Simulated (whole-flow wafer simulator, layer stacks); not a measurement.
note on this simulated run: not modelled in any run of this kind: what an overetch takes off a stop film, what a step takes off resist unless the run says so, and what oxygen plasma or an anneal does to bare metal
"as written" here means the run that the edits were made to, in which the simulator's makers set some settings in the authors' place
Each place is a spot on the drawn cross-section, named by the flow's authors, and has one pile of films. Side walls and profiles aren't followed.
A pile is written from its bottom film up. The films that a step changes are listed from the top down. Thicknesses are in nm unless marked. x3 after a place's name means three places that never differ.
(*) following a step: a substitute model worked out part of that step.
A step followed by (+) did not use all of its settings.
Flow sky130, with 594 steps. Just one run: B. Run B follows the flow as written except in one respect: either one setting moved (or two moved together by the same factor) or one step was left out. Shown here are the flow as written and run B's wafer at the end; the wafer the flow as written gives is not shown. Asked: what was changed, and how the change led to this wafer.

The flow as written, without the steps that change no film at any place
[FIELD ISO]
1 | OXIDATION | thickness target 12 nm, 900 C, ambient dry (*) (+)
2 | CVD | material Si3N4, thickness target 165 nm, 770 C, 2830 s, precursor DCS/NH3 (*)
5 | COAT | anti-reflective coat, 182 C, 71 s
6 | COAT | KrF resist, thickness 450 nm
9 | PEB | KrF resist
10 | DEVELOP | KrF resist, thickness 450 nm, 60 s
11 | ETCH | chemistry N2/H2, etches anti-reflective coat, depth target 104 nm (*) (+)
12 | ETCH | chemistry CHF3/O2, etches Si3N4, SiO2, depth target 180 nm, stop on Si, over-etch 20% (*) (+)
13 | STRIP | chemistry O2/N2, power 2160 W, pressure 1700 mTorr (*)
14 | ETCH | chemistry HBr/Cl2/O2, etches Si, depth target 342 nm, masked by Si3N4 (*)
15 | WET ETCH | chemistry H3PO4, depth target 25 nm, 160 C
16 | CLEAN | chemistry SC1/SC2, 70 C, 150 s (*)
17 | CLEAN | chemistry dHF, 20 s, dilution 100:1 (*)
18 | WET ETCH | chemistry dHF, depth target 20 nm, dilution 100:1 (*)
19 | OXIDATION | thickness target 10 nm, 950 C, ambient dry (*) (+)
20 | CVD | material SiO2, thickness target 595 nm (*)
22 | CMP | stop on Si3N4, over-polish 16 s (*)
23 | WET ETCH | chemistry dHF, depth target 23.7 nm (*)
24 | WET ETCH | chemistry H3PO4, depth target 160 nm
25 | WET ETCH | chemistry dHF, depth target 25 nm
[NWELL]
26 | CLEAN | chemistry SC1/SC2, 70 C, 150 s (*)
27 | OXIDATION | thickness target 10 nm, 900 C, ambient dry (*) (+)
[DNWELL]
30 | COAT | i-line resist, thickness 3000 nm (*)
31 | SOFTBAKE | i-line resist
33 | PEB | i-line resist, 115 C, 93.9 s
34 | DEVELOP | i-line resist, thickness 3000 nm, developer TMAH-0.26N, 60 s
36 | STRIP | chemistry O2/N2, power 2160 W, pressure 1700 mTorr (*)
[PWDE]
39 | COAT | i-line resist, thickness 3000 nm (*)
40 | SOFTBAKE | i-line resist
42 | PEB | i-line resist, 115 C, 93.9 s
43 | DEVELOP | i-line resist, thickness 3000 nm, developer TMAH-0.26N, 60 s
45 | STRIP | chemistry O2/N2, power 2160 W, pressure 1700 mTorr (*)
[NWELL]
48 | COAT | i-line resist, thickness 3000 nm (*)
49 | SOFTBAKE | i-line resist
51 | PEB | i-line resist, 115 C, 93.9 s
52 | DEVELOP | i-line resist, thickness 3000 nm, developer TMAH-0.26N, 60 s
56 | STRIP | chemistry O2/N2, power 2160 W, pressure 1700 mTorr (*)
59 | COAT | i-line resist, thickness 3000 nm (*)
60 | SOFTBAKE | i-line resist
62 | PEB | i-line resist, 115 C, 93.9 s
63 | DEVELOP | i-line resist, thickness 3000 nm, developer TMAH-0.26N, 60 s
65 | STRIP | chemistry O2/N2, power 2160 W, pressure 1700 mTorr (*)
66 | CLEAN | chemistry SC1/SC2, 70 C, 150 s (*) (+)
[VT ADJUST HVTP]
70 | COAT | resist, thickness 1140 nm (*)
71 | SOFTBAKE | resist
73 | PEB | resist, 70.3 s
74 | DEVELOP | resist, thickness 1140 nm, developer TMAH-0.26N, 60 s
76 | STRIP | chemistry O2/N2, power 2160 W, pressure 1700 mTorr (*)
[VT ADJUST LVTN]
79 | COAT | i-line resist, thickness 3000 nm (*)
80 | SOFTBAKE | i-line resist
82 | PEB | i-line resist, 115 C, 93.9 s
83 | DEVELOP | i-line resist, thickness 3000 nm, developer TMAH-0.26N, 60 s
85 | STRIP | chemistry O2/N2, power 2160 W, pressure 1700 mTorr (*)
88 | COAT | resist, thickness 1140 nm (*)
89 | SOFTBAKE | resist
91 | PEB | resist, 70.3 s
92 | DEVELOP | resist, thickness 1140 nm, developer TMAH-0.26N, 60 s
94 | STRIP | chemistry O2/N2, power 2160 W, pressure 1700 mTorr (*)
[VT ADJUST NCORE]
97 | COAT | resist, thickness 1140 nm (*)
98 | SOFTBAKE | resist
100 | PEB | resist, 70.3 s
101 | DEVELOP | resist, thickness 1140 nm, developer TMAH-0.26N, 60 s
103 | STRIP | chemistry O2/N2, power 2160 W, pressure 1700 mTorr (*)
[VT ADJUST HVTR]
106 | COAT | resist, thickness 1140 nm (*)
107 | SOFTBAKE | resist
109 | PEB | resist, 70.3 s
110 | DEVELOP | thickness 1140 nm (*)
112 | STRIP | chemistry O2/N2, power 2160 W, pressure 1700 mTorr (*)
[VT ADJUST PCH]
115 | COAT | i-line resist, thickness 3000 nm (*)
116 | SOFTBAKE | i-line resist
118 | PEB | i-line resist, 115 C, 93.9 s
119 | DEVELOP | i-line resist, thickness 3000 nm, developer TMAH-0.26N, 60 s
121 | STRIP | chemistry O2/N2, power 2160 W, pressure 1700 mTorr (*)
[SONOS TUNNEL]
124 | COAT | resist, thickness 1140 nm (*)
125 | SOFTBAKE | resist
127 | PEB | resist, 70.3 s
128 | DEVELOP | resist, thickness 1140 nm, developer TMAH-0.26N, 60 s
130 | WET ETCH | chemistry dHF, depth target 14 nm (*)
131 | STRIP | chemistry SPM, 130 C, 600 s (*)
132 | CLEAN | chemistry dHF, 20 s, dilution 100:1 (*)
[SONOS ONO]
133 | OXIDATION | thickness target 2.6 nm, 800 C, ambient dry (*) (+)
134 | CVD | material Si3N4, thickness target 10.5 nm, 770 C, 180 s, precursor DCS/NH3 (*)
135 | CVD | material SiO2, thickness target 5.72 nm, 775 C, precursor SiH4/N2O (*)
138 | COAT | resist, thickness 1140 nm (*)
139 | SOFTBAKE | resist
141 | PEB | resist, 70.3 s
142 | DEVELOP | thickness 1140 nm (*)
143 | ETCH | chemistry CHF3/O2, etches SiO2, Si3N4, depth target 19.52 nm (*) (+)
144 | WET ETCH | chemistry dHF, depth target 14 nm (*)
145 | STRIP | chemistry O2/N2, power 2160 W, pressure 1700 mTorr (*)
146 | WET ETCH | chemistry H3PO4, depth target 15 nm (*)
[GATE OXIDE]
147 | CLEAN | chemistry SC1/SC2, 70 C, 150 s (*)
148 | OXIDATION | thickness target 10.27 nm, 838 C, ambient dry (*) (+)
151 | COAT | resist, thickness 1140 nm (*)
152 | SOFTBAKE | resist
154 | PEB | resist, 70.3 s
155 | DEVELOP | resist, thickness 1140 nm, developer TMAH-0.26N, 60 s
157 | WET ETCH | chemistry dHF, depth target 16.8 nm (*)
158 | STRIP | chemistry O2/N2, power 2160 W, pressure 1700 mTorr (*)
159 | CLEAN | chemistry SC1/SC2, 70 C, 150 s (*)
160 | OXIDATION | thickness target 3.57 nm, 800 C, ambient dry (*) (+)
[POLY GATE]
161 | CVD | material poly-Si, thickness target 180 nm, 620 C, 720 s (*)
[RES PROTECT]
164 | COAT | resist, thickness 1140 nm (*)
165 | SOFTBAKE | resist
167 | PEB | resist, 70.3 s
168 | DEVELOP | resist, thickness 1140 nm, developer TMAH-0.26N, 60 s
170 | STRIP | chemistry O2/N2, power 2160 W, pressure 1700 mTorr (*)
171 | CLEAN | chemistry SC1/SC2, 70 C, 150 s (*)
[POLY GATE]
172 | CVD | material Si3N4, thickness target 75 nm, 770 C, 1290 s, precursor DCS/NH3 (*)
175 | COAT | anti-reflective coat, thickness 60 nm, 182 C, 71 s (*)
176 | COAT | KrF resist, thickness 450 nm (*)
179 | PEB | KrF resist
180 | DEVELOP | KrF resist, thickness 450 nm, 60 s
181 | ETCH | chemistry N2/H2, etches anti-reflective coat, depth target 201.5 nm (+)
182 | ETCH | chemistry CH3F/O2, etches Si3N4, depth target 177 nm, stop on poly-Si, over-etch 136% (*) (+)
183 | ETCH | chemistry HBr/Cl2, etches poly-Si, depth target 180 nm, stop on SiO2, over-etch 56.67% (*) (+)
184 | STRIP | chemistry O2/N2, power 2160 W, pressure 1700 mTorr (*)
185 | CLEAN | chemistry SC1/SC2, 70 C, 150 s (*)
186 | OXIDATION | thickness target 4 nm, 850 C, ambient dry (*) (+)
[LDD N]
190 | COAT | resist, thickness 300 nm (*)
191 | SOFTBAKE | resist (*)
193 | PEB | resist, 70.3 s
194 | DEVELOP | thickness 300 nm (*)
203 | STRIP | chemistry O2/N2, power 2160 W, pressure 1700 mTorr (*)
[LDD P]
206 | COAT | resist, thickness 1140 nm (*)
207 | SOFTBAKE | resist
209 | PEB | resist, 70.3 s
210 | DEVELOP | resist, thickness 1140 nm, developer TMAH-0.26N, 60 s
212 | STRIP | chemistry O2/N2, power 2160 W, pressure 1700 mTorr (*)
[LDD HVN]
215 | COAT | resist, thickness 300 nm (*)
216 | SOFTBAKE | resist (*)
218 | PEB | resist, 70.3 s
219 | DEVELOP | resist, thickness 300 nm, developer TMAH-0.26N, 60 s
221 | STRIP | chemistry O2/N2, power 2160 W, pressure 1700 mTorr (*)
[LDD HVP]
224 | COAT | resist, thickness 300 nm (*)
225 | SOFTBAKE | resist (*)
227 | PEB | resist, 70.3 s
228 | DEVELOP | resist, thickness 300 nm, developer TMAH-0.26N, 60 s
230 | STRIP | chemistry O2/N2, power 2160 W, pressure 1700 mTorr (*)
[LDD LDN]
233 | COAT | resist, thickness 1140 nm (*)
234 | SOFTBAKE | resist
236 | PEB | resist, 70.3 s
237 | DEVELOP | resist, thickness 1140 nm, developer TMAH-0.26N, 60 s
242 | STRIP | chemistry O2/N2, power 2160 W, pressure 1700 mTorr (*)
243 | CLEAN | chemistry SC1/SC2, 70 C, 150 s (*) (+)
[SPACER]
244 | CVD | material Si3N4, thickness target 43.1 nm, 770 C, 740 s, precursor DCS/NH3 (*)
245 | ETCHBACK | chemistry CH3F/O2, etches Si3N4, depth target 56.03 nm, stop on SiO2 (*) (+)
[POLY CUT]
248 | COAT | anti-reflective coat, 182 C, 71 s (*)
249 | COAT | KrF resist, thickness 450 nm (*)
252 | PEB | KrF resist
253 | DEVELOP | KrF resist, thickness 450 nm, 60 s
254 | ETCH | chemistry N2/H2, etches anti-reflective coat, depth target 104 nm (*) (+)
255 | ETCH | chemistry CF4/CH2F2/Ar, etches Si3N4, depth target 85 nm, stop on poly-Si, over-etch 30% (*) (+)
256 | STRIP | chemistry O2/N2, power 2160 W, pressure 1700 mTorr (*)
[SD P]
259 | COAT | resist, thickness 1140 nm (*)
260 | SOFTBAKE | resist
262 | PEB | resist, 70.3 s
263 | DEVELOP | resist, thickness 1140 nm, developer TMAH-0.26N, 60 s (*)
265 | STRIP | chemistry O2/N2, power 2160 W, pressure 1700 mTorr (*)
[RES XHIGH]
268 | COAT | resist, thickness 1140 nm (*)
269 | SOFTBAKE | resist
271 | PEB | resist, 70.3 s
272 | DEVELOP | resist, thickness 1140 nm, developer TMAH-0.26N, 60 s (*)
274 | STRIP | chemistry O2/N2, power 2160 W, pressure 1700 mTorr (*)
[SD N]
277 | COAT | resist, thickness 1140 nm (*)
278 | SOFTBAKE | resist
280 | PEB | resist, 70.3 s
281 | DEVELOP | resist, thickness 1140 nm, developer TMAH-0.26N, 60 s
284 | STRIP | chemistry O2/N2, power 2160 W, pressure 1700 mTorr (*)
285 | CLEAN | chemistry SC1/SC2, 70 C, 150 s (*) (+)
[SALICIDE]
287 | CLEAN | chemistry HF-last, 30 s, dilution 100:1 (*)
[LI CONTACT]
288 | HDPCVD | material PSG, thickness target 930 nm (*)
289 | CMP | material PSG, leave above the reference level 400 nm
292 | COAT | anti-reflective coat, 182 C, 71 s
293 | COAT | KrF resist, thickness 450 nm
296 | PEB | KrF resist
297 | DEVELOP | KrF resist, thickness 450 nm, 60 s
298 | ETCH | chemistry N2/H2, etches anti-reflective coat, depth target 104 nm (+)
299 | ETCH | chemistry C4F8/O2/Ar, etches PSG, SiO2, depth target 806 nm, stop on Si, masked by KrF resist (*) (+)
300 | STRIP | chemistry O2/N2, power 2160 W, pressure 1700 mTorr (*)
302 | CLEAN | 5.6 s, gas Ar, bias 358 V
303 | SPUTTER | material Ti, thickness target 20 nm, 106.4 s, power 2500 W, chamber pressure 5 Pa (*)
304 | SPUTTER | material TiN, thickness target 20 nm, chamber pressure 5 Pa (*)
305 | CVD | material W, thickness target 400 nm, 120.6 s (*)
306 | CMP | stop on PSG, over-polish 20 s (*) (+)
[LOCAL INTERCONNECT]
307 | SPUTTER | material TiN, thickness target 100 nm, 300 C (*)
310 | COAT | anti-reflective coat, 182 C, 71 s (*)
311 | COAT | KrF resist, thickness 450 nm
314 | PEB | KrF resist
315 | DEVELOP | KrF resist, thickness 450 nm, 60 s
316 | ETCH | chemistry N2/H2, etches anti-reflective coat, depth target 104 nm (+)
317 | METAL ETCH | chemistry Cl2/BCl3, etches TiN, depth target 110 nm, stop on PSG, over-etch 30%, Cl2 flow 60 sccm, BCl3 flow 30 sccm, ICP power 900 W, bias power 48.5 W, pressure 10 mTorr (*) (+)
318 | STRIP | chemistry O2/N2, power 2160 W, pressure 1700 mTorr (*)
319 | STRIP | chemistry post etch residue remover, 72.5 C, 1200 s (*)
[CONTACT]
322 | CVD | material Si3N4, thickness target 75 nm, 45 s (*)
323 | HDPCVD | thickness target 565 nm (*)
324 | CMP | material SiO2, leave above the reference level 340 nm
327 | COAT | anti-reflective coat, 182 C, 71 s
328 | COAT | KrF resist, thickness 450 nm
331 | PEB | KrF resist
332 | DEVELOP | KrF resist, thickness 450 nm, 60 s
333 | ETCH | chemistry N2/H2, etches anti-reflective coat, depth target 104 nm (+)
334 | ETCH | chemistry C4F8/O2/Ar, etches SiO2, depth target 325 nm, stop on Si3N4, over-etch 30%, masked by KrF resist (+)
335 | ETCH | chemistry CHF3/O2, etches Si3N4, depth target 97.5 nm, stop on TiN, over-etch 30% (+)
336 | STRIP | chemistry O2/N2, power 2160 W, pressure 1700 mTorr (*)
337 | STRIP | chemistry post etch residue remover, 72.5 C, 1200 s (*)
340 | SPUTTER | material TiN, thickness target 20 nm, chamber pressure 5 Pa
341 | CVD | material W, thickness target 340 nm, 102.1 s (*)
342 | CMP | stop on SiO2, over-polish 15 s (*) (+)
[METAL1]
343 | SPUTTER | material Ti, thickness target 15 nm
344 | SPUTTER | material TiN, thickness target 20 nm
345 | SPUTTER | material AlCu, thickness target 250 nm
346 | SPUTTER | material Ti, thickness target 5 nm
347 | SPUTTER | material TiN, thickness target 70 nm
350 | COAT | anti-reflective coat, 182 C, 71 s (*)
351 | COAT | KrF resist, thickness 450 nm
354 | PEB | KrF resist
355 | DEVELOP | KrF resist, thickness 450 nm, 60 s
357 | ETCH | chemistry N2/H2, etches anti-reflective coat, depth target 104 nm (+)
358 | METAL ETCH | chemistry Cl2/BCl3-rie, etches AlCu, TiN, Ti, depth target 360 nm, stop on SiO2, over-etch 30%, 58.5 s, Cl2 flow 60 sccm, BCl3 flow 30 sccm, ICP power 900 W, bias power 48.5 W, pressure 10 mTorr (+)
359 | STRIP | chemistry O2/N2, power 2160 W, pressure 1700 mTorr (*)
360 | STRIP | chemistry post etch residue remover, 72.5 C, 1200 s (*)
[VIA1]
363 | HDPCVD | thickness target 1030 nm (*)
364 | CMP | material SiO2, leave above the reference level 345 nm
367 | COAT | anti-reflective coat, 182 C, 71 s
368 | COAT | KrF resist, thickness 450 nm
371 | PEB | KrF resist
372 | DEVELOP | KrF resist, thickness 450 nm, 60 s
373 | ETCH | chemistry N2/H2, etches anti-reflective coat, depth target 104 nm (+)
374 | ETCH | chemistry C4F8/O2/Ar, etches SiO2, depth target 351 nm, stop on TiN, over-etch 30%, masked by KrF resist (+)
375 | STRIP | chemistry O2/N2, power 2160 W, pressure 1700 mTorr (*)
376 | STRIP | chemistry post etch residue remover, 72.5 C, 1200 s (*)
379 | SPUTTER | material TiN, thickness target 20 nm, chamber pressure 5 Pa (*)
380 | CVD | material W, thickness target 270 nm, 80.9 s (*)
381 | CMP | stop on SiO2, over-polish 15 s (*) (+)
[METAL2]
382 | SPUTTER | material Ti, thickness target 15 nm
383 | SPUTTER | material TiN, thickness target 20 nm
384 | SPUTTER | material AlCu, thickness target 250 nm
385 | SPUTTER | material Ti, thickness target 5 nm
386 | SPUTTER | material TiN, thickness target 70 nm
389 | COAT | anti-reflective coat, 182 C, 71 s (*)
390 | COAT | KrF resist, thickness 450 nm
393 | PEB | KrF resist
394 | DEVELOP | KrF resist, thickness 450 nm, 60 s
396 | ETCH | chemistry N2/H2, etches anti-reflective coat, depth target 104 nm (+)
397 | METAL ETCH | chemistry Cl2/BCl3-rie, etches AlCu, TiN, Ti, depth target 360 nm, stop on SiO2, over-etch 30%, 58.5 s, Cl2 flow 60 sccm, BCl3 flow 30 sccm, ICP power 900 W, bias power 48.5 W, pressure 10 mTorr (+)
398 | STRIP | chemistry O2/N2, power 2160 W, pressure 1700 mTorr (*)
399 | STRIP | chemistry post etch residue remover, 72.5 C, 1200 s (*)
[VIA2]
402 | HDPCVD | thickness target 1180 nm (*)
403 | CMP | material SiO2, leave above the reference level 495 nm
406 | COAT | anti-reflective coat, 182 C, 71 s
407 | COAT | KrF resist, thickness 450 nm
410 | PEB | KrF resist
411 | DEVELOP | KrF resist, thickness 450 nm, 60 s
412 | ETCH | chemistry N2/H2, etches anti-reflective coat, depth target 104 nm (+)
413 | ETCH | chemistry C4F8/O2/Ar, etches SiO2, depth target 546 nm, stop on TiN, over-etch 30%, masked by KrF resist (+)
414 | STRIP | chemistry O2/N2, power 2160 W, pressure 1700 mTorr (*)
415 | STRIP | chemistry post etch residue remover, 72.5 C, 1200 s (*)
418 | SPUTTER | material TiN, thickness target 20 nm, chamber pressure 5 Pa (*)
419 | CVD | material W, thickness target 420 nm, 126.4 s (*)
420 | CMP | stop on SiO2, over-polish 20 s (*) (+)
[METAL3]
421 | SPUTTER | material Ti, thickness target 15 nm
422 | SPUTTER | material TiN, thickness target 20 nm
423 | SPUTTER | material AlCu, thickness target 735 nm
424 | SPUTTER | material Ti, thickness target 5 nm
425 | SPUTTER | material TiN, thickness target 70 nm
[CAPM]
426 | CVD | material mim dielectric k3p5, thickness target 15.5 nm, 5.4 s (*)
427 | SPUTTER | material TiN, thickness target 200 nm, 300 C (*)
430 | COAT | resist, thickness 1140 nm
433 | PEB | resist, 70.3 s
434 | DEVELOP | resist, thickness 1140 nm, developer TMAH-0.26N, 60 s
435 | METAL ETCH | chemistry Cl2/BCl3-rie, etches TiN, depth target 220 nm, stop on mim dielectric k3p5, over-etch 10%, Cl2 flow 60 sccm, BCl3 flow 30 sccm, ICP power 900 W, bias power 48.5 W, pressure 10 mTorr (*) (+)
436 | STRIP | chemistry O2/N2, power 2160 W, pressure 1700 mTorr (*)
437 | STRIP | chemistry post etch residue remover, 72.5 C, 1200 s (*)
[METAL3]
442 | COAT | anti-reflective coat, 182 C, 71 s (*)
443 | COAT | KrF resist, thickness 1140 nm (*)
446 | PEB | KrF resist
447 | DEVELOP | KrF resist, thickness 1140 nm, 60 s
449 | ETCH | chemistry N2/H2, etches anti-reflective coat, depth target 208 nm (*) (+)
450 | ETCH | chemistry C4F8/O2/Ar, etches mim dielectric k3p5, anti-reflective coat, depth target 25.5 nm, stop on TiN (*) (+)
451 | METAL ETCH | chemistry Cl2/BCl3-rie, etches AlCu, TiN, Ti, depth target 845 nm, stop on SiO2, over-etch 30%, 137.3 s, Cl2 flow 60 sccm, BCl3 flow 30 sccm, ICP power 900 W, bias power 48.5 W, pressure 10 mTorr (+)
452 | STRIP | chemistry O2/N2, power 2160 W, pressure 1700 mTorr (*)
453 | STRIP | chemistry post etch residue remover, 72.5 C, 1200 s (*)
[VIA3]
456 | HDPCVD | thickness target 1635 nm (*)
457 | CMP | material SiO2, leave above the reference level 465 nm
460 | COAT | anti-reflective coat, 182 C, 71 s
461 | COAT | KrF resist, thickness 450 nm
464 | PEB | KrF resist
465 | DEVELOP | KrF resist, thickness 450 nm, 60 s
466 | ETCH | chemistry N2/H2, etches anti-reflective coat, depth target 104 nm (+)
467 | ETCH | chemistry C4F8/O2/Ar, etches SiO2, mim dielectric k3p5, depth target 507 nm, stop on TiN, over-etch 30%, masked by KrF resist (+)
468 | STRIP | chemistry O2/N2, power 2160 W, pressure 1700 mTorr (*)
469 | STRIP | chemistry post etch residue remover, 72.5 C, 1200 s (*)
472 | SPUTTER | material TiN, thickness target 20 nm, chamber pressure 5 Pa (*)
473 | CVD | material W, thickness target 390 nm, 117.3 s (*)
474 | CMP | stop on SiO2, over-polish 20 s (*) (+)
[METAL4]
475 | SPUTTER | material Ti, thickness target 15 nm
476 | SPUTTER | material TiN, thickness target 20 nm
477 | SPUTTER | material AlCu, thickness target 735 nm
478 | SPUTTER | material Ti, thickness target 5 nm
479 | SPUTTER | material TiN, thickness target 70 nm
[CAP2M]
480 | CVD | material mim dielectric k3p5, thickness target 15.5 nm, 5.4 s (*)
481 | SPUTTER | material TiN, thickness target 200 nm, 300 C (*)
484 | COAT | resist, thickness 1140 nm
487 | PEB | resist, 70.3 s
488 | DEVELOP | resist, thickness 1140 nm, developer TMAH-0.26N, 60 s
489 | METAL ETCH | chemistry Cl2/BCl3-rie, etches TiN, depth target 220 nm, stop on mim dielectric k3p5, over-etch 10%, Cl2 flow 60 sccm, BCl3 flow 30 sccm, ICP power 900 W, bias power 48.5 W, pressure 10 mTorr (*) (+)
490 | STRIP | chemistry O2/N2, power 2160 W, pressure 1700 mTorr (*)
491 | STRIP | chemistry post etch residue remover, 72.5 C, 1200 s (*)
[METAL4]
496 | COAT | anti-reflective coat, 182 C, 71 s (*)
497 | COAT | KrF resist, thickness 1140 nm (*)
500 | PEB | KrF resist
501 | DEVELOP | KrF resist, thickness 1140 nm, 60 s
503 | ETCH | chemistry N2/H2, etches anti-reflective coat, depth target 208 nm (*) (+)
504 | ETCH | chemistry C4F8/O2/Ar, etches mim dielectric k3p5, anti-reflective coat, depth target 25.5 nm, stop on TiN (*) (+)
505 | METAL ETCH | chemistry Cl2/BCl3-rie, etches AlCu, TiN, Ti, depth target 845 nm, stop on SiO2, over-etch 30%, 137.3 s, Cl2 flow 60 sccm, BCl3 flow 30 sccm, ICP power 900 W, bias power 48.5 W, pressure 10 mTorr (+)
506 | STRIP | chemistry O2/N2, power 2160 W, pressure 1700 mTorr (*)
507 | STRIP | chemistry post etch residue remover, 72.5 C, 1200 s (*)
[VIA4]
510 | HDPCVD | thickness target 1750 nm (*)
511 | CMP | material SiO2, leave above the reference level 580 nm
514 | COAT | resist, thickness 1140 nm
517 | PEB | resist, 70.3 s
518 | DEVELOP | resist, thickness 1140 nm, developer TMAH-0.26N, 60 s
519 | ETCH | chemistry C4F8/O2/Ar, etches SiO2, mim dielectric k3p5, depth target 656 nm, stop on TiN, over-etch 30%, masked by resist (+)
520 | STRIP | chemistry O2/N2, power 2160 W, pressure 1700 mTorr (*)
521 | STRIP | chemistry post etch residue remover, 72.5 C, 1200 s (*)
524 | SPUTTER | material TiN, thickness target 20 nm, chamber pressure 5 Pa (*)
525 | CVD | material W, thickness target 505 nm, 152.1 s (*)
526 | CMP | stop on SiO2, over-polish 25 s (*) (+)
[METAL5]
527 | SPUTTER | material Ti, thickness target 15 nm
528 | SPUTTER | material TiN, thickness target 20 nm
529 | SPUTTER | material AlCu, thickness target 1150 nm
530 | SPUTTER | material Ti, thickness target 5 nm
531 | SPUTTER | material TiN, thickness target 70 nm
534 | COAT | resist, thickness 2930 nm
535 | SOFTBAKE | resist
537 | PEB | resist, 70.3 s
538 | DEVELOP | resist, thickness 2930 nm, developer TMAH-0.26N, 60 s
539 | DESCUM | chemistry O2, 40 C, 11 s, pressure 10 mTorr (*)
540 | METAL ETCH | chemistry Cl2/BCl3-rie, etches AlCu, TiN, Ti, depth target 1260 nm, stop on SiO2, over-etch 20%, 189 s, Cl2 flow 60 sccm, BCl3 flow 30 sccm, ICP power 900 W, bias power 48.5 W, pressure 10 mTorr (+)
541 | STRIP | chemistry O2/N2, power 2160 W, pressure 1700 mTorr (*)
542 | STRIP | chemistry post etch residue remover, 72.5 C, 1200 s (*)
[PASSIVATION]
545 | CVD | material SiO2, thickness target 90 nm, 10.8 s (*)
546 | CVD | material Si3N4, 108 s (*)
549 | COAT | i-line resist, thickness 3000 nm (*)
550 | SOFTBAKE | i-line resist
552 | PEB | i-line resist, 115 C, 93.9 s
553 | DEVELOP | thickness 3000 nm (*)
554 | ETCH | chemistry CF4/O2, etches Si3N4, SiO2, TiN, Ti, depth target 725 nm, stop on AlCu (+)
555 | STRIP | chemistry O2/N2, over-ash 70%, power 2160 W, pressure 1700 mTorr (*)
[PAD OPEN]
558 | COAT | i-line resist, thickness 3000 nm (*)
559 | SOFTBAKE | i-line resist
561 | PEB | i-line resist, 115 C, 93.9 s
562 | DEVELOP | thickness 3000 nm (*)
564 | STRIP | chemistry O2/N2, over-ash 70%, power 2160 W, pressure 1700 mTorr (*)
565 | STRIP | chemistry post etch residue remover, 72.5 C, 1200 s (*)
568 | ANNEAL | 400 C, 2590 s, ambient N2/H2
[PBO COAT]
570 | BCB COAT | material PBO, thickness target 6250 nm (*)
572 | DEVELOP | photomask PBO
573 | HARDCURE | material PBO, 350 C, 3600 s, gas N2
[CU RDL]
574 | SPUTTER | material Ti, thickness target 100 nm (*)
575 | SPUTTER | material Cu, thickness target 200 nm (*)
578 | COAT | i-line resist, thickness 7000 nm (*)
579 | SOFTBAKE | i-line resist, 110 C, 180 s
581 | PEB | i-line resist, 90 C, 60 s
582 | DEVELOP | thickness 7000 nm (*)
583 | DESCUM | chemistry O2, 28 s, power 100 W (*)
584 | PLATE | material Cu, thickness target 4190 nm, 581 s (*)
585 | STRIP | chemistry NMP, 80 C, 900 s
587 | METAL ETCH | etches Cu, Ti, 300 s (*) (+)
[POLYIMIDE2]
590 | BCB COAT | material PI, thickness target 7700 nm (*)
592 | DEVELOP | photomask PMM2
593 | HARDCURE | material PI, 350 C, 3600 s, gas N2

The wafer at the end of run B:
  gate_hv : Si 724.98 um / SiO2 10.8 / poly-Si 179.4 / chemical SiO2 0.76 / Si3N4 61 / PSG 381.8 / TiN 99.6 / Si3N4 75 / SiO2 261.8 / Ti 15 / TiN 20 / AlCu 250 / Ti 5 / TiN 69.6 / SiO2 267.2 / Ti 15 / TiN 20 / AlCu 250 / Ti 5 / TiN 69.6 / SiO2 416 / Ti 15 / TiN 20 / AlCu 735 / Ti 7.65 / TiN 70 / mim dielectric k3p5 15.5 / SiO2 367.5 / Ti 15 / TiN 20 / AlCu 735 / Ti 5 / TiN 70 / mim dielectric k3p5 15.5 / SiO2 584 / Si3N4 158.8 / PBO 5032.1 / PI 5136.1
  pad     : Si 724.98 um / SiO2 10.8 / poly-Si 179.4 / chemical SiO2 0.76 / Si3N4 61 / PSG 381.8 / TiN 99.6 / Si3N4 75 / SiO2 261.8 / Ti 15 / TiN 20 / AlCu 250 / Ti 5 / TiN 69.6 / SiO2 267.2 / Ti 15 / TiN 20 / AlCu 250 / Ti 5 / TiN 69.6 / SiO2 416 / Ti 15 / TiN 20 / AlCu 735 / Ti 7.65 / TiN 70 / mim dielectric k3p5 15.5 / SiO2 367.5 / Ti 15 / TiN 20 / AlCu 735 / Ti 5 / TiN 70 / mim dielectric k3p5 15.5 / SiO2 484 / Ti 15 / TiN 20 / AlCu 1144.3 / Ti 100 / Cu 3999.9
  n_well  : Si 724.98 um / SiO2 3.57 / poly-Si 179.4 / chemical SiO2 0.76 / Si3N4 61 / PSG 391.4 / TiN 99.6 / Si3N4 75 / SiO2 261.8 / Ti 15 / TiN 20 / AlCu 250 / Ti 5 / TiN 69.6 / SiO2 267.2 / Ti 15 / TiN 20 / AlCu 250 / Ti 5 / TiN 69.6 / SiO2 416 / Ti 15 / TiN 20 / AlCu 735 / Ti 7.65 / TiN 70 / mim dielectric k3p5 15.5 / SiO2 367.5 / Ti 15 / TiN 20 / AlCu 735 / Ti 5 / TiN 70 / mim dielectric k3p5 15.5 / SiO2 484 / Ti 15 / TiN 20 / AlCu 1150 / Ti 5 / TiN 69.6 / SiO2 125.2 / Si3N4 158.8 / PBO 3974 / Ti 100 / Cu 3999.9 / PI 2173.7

What caused this: step 424, SPUTTER: thickness target 7.65 nm was run, whereas the flow has thickness target 5 nm.
The wafer itself shows it: gate_hv has Ti 7.65, and step 424 as written asks for 5 nm.

Step by step, how the change led to this:
  424 | SPUTTER | material Ti, thickness target 5 nm
      field, active, n_well and 188 more: +7.65 Ti (new film) (in the flow as written it would be: +5 Ti (new film))
  451 | METAL ETCH | chemistry Cl2/BCl3-rie, etches AlCu, TiN, Ti, depth target 845 nm, stop on SiO2, over-etch 30%, 137.3 s, Cl2 flow 60 sccm, BCl3 flow 30 sccm, ICP power 900 W, bias power 48.5 W, pressure 10 mTorr (+)
      field, gate, spacer and 68 more: -70 TiN (all of it), -7.65 Ti (all of it), -735 AlCu (all of it), -20 TiN (all of it), -15 Ti (all of it), -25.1 SiO2 (in the flow as written it would be: -70 TiN (all of it), -5 Ti (all of it), -735 AlCu (all of it), -20 TiN (all of it), -15 Ti (all of it), -25.4 SiO2)
      active, vpp_ln, vpp_iso2 and 11 more: -70 TiN (all of it), -7.65 Ti (all of it), -735 AlCu (all of it), -20 TiN (all of it), -15 Ti (all of it), -25.1 SiO2 (in the flow as written it would be: -70 TiN (all of it), -5 Ti (all of it), -735 AlCu (all of it), -20 TiN (all of it), -15 Ti (all of it), -25.3 SiO2)
